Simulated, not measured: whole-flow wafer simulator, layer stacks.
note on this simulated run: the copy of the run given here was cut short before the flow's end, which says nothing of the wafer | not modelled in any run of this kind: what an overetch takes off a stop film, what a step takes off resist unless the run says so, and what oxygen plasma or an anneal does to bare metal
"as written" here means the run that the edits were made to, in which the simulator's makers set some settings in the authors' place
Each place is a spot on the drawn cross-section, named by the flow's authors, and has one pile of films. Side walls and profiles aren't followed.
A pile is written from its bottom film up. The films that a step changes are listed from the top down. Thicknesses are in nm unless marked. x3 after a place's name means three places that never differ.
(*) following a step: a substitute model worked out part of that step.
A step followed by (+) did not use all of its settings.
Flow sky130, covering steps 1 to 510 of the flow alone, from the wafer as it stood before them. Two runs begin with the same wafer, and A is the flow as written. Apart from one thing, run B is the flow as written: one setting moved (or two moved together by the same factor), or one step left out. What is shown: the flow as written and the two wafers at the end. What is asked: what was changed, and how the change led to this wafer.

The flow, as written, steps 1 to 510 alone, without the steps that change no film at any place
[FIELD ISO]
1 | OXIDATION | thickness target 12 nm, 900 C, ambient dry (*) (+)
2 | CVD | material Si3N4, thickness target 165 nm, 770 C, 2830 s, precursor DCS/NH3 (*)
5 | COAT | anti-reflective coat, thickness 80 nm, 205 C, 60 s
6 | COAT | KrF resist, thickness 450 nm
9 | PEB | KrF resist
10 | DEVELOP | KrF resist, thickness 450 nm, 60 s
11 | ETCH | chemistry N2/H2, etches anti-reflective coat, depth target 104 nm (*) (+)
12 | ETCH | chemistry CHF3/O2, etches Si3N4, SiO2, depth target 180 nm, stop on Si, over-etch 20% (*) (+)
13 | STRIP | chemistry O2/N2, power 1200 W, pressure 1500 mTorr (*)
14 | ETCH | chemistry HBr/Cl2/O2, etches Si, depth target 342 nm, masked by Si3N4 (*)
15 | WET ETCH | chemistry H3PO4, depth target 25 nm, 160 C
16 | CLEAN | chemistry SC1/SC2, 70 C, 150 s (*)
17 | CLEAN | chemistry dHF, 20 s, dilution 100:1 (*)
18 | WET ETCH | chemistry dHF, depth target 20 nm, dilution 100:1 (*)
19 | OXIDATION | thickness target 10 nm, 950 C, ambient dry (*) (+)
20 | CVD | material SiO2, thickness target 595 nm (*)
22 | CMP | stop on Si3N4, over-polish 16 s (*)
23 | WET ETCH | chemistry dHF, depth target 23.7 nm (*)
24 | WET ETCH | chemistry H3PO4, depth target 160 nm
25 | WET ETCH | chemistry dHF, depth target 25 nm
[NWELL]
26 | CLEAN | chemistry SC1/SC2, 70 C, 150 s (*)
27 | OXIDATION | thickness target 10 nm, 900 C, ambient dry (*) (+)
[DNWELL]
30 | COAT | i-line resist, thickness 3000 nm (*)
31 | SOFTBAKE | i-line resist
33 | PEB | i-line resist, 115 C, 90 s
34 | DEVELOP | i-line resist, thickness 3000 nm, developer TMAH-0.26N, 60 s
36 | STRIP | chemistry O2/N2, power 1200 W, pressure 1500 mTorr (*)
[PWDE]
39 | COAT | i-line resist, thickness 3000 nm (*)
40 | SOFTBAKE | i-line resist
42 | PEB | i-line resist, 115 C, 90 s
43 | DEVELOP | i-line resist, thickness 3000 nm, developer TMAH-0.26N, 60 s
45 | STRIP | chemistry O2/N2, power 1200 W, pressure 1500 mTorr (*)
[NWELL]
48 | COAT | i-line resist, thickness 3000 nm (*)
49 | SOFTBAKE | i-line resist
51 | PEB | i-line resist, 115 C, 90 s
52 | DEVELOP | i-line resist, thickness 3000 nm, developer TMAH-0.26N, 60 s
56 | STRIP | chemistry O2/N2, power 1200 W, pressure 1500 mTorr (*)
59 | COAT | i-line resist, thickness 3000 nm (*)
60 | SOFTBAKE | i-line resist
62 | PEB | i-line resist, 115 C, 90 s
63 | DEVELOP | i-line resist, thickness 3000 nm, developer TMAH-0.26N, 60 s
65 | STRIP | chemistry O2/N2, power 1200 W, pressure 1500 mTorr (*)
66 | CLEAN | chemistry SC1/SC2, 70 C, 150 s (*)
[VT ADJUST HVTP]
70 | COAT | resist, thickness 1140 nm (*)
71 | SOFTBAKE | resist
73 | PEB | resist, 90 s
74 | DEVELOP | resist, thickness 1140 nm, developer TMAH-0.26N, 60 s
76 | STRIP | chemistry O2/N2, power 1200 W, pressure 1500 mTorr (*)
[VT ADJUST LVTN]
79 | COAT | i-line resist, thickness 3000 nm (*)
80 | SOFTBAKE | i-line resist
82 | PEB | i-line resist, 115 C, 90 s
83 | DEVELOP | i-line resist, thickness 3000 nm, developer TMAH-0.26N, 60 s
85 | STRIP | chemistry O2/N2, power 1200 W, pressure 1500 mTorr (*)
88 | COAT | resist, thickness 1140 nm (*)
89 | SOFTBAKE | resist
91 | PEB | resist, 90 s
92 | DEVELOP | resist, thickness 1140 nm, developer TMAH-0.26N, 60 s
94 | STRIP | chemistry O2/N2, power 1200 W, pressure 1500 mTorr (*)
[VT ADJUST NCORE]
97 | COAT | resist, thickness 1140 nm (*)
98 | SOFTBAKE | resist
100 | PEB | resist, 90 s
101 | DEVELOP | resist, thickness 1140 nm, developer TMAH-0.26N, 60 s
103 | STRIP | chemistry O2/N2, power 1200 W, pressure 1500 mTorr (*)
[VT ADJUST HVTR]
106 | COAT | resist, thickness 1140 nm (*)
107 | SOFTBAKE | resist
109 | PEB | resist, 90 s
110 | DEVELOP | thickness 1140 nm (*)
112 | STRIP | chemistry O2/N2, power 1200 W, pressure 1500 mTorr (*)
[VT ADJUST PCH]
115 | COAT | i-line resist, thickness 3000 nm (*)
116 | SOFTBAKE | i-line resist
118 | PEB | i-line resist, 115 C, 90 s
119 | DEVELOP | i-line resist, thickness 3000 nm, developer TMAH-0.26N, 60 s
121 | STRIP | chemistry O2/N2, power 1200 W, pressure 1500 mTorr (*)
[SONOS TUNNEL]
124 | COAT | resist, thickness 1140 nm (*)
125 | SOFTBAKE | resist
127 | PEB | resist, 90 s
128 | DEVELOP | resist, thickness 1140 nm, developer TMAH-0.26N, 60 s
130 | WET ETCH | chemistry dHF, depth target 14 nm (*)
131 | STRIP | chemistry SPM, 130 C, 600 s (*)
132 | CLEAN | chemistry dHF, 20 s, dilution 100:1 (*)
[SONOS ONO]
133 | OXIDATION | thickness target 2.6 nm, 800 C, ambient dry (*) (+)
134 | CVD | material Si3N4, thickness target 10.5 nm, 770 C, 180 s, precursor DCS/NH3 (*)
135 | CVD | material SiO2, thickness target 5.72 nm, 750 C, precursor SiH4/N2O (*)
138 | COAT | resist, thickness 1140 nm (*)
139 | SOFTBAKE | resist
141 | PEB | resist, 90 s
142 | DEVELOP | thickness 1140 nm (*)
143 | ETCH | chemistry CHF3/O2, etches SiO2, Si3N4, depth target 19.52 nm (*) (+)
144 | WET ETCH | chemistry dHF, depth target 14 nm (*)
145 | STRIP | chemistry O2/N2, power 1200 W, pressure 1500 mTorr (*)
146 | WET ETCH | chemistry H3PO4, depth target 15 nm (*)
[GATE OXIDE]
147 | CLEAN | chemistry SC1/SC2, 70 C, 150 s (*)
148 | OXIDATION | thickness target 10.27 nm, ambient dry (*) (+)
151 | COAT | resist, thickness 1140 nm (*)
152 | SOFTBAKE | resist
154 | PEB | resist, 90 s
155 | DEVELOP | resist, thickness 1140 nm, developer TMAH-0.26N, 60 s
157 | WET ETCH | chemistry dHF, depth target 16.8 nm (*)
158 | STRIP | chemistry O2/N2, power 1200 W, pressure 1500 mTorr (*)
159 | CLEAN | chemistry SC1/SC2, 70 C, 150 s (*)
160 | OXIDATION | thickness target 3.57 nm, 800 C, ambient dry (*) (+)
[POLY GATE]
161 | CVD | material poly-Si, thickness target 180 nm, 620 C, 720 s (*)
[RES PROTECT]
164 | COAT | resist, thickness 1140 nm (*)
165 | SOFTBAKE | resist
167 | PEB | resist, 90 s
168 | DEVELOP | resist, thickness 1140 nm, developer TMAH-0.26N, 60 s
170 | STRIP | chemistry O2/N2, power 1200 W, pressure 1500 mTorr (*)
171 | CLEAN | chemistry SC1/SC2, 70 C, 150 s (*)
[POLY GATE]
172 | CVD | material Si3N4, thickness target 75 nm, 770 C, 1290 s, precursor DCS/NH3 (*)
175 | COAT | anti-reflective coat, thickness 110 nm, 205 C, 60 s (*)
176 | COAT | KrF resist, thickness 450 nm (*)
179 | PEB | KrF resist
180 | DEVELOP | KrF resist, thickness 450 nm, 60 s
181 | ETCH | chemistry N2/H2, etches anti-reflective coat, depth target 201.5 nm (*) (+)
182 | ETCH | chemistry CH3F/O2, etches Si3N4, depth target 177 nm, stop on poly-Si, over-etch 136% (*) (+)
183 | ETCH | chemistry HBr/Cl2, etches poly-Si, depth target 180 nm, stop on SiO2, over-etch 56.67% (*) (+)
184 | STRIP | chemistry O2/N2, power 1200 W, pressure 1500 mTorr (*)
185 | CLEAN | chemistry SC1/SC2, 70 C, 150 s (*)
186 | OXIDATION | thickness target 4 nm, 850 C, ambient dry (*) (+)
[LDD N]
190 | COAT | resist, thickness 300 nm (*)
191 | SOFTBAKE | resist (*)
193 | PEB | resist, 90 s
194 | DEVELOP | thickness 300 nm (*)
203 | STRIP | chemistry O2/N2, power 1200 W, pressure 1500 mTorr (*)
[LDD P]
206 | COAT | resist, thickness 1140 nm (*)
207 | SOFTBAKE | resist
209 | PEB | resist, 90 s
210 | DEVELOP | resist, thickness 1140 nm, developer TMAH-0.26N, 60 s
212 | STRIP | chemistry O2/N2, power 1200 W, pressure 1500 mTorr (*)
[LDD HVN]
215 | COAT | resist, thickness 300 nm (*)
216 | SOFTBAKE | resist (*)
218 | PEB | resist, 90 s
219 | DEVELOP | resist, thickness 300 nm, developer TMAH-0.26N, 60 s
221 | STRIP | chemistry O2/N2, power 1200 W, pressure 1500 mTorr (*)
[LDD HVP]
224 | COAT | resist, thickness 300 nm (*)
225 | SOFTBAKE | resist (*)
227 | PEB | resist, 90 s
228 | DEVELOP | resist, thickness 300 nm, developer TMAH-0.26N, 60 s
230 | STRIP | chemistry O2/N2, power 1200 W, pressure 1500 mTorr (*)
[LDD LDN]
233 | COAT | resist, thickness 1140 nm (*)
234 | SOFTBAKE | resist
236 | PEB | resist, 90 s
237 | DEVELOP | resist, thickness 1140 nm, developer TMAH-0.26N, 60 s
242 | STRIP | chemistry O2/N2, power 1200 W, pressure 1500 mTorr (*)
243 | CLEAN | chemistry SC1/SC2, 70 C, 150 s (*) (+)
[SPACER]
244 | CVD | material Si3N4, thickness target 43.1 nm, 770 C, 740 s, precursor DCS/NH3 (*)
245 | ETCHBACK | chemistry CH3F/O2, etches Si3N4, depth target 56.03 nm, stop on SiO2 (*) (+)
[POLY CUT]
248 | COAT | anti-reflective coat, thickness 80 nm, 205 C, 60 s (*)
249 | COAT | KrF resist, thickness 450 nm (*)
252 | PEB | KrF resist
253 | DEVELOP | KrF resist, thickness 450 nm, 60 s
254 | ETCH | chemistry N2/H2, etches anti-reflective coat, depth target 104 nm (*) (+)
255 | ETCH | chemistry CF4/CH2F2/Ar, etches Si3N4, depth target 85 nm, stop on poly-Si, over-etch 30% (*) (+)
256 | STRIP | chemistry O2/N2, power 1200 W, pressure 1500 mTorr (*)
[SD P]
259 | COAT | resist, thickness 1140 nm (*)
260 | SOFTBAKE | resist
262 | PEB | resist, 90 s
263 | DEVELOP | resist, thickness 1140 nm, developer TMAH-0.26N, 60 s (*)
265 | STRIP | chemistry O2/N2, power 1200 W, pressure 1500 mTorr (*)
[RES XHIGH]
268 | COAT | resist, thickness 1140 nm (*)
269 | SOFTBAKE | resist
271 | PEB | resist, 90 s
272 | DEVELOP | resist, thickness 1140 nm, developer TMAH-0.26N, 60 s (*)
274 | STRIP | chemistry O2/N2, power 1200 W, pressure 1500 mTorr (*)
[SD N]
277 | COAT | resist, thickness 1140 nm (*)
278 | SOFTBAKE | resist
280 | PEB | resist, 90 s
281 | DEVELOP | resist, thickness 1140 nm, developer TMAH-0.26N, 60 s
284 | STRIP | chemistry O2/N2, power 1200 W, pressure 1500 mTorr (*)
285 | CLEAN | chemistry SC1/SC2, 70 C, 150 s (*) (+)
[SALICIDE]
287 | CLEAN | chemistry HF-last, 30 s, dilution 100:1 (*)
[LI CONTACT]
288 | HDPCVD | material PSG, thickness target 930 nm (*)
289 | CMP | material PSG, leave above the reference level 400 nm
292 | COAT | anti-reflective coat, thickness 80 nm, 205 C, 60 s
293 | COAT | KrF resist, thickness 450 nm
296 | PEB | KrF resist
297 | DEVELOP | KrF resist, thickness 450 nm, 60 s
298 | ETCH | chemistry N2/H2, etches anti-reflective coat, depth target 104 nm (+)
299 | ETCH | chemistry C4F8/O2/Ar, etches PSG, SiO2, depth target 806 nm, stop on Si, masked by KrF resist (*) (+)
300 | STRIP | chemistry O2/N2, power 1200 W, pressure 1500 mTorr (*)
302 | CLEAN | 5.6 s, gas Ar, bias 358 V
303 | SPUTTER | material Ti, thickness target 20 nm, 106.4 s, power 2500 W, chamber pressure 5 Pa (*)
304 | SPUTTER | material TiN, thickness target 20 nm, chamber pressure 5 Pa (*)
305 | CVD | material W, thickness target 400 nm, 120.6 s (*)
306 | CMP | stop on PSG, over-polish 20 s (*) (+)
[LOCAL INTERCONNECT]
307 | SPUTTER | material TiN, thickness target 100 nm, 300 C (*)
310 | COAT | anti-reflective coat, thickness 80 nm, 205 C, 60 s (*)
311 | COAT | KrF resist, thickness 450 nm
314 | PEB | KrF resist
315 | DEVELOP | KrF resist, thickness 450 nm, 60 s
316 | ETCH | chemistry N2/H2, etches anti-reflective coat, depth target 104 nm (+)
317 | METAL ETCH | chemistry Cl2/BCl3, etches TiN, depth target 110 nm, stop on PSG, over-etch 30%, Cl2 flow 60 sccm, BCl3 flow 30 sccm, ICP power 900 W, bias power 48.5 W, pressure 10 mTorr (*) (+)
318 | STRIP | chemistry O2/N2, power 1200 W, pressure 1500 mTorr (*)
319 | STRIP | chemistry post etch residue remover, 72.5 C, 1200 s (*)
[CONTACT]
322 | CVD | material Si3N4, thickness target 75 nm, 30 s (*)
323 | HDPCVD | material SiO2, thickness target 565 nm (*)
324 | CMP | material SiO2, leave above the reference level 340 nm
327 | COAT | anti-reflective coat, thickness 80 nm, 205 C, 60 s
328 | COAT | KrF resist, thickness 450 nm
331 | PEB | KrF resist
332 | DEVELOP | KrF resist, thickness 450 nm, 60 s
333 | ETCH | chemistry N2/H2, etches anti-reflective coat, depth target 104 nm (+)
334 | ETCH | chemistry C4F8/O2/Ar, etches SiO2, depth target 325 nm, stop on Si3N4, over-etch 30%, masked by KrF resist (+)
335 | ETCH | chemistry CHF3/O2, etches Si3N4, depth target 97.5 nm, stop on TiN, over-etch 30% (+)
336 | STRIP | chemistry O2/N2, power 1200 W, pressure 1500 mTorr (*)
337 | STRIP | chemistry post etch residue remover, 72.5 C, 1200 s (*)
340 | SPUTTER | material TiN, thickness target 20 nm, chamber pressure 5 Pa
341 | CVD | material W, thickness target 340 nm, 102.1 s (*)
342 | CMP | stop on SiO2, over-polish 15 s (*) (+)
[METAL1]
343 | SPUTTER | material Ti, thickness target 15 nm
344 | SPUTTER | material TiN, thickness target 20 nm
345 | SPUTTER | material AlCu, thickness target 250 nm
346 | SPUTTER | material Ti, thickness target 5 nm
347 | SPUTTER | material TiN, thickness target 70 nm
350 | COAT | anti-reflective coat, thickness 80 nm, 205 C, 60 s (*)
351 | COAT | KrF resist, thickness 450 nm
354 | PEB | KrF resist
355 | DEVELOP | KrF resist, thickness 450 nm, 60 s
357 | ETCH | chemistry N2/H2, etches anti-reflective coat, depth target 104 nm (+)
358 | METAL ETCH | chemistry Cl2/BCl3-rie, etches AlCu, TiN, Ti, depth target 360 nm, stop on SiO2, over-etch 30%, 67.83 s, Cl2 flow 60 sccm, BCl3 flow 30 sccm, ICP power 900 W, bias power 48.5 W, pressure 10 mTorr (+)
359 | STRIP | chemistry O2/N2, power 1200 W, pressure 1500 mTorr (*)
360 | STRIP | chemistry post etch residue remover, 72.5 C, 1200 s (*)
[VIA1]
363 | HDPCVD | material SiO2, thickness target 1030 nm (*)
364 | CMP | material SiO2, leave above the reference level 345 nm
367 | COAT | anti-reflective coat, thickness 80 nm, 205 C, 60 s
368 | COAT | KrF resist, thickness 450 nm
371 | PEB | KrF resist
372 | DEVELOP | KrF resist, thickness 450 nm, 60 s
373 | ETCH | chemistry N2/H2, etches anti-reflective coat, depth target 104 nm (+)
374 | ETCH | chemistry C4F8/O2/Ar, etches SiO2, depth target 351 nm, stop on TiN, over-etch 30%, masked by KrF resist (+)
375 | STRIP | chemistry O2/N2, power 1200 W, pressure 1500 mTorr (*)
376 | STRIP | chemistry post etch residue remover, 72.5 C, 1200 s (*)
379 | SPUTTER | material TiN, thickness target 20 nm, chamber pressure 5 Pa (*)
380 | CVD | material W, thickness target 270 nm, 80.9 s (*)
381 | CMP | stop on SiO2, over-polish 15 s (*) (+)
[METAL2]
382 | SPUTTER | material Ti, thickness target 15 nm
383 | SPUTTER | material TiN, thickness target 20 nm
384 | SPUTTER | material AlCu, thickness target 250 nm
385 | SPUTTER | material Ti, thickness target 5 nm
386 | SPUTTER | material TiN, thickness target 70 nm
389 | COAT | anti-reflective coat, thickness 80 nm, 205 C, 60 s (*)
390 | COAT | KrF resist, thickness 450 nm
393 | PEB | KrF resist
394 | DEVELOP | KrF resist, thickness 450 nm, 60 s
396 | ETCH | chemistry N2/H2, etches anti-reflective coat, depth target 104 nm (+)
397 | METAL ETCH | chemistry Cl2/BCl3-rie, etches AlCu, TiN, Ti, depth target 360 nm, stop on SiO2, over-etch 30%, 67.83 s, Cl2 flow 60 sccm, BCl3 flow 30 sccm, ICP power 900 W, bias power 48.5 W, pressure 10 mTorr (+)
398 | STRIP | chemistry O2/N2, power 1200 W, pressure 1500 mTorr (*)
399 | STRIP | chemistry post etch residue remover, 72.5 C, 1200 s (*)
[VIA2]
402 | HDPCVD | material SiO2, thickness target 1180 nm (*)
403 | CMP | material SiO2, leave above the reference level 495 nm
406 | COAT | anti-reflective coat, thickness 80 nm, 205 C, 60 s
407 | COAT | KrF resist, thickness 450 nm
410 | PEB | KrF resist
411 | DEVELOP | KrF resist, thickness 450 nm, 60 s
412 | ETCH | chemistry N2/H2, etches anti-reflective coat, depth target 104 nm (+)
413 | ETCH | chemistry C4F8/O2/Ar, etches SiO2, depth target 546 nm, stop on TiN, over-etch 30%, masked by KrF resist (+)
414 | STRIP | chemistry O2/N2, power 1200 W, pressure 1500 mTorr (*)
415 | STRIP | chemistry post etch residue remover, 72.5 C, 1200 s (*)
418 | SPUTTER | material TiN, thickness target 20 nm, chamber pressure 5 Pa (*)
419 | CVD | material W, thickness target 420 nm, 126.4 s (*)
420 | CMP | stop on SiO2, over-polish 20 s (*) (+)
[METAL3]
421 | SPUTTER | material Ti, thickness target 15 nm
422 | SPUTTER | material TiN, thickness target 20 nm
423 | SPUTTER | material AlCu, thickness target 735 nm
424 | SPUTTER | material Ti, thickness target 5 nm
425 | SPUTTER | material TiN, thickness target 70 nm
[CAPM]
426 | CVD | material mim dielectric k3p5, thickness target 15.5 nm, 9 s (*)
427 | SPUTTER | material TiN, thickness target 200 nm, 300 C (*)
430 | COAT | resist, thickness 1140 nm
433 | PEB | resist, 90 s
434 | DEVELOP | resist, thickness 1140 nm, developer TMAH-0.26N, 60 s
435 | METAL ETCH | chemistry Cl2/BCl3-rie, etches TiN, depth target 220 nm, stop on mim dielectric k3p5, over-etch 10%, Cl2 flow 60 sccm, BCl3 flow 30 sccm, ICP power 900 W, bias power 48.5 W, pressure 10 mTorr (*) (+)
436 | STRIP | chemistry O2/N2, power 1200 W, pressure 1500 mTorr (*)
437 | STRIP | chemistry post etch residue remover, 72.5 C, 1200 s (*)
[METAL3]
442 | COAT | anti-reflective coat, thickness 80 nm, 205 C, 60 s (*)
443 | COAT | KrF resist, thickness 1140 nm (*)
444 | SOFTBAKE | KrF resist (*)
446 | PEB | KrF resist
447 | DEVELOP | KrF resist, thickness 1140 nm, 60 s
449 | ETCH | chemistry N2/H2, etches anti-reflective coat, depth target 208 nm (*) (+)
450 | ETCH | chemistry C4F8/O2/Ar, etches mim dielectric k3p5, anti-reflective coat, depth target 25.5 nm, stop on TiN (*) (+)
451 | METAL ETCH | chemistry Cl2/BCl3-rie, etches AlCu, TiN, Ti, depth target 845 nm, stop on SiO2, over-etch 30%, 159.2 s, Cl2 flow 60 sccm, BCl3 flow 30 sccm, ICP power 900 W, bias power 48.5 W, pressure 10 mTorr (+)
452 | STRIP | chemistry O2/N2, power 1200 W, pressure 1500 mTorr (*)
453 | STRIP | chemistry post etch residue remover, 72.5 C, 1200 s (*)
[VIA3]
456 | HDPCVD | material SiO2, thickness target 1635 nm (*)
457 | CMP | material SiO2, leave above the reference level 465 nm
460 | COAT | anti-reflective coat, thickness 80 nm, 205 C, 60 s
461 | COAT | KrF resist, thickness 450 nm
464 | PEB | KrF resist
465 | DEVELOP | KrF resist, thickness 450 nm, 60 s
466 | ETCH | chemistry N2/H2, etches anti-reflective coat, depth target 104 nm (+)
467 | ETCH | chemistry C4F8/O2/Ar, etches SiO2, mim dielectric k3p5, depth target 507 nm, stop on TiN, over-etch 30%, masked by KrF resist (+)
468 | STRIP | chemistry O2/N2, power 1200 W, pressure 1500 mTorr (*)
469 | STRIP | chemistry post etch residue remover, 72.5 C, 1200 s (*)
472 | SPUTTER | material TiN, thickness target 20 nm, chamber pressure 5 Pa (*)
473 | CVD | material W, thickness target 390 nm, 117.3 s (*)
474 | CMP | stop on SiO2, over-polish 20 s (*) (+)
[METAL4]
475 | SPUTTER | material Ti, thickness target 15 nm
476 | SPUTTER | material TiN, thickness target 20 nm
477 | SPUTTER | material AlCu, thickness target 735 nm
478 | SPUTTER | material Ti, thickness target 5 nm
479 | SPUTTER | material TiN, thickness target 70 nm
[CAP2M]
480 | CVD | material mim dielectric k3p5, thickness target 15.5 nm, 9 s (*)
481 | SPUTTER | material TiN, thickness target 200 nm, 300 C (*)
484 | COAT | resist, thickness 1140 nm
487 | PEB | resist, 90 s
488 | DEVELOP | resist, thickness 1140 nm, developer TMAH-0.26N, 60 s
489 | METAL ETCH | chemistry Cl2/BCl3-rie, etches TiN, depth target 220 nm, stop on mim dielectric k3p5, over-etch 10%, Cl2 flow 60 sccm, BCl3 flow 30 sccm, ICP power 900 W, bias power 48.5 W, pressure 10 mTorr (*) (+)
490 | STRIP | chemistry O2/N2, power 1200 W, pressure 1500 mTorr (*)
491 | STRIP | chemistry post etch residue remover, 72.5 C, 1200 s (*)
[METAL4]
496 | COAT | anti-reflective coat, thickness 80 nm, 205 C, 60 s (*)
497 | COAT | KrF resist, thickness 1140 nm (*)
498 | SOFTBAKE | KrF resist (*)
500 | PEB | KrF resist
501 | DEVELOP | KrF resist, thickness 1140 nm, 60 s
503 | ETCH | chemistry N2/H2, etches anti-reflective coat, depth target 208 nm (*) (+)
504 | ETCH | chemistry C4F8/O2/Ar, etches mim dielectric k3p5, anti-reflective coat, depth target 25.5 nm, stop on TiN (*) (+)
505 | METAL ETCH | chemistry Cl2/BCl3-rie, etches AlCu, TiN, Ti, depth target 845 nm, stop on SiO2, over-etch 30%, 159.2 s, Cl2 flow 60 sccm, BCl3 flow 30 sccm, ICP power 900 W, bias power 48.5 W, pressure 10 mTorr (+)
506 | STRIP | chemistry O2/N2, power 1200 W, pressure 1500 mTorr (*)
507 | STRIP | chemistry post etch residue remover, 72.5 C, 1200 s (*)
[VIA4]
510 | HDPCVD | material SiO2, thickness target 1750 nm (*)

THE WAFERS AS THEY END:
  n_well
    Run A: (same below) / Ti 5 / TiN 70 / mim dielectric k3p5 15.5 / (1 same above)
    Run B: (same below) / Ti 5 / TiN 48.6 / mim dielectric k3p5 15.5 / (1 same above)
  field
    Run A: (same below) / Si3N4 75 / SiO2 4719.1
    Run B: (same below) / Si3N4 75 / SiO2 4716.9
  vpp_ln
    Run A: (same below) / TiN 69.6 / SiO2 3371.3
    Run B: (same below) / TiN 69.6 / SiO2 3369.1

Cause: step 479, SPUTTER: thickness target 48.6 nm was run, while the flow as written has thickness target 70 nm.
The wafer lets one read it off: n_well has TiN 48.6, and step 479 as written asks for 70 nm.

The path from the change to this, step by step:
  479 | SPUTTER | material TiN, thickness target 70 nm
      field, active, n_well and 189 more: A +70 TiN (new film) | B +48.6 TiN (new film)
  505 | METAL ETCH | chemistry Cl2/BCl3-rie, etches AlCu, TiN, Ti, depth target 845 nm, stop on SiO2, over-etch 30%, 159.2 s, Cl2 flow 60 sccm, BCl3 flow 30 sccm, ICP power 900 W, bias power 48.5 W, pressure 10 mTorr (+)
      field, active, gate and 70 more: A -70 TiN (all of it), -5 Ti (all of it), -735 AlCu (all of it), -20 TiN (all of it), -15 Ti (all of it), -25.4 SiO2 | B -48.6 TiN (all of it), -5 Ti (all of it), -735 AlCu (all of it), -20 TiN (all of it), -15 Ti (all of it), -27.5 SiO2
      vpp_iso1, mim_edge_plate, m1_ln and 12 more: A -70 TiN (all of it), -5 Ti (all of it), -735 AlCu (all of it), -20 TiN (all of it), -15 Ti (all of it), -25.3 SiO2 | B -48.6 TiN (all of it), -5 Ti (all of it), -735 AlCu (all of it), -20 TiN (all of it), -15 Ti (all of it), -27.5 SiO2
